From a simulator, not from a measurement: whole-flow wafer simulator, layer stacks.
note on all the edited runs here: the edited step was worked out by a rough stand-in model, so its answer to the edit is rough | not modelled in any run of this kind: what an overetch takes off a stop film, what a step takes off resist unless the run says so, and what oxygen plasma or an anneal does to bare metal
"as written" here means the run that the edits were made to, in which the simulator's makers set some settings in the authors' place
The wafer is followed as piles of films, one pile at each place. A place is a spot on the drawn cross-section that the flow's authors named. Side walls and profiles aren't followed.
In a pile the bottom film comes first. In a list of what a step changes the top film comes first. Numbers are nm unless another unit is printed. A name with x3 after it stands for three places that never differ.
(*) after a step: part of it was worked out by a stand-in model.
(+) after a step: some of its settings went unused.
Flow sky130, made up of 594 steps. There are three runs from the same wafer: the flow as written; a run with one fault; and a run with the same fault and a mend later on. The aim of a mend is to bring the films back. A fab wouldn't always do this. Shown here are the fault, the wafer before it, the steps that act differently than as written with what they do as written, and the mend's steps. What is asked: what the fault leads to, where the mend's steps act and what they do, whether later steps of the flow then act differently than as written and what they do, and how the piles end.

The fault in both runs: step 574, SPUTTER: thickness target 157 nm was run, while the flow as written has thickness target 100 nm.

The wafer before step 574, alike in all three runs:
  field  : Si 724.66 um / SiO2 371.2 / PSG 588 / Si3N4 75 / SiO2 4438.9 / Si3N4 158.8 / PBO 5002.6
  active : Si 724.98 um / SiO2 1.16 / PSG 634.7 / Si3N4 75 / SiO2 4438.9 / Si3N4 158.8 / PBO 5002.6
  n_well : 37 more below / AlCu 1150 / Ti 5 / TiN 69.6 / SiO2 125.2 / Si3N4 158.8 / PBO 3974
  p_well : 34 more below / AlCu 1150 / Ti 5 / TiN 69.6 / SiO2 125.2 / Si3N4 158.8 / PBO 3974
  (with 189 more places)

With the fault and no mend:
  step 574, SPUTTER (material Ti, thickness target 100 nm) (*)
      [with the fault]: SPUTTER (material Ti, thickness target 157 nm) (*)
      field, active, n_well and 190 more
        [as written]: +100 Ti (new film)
        [with the fault]: +157 Ti (new film)
  Steps later in the flow that act otherwise than as written (7 more steps, not shown, differ only slightly: by at most 2% or 0.5 nm, whichever is larger):
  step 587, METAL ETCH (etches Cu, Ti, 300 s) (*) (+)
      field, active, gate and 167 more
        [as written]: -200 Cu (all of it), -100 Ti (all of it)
        [with the fault]: -200 Cu (all of it), -157 Ti (all of it)
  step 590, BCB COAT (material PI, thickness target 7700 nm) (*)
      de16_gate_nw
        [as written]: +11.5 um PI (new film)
        [with the fault]: +11.56 um PI (new film)
  At n_well, p_well, sd_n and 20 more, the piles at the end differ from the flow's by more than 2% or 0.5 nm, whichever is larger.
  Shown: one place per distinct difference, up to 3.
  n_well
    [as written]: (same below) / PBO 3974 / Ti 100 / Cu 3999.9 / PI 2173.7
    [with the fault]: (same below) / PBO 3974 / Ti 157 / Cu 3999.9 / PI 2136.6
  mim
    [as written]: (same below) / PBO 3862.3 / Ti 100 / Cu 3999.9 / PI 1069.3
    [with the fault]: (same below) / PBO 3862.3 / Ti 157 / Cu 3999.9 / PI 1016
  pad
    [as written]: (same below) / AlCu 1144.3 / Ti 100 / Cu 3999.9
    [with the fault]: (same below) / AlCu 1144.3 / Ti 157 / Cu 3999.9

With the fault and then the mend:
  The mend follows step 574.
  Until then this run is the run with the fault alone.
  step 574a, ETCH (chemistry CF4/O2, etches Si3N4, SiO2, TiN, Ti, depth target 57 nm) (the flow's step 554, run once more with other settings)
      field, active, n_well and 190 more
        -57 Ti
  Later steps of the flow that are run all act as written at every place that is followed, up to a difference of at most 2% or 0.5 nm, whichever is larger.
  By the end, the piles equal the flow's at every place that both follow.
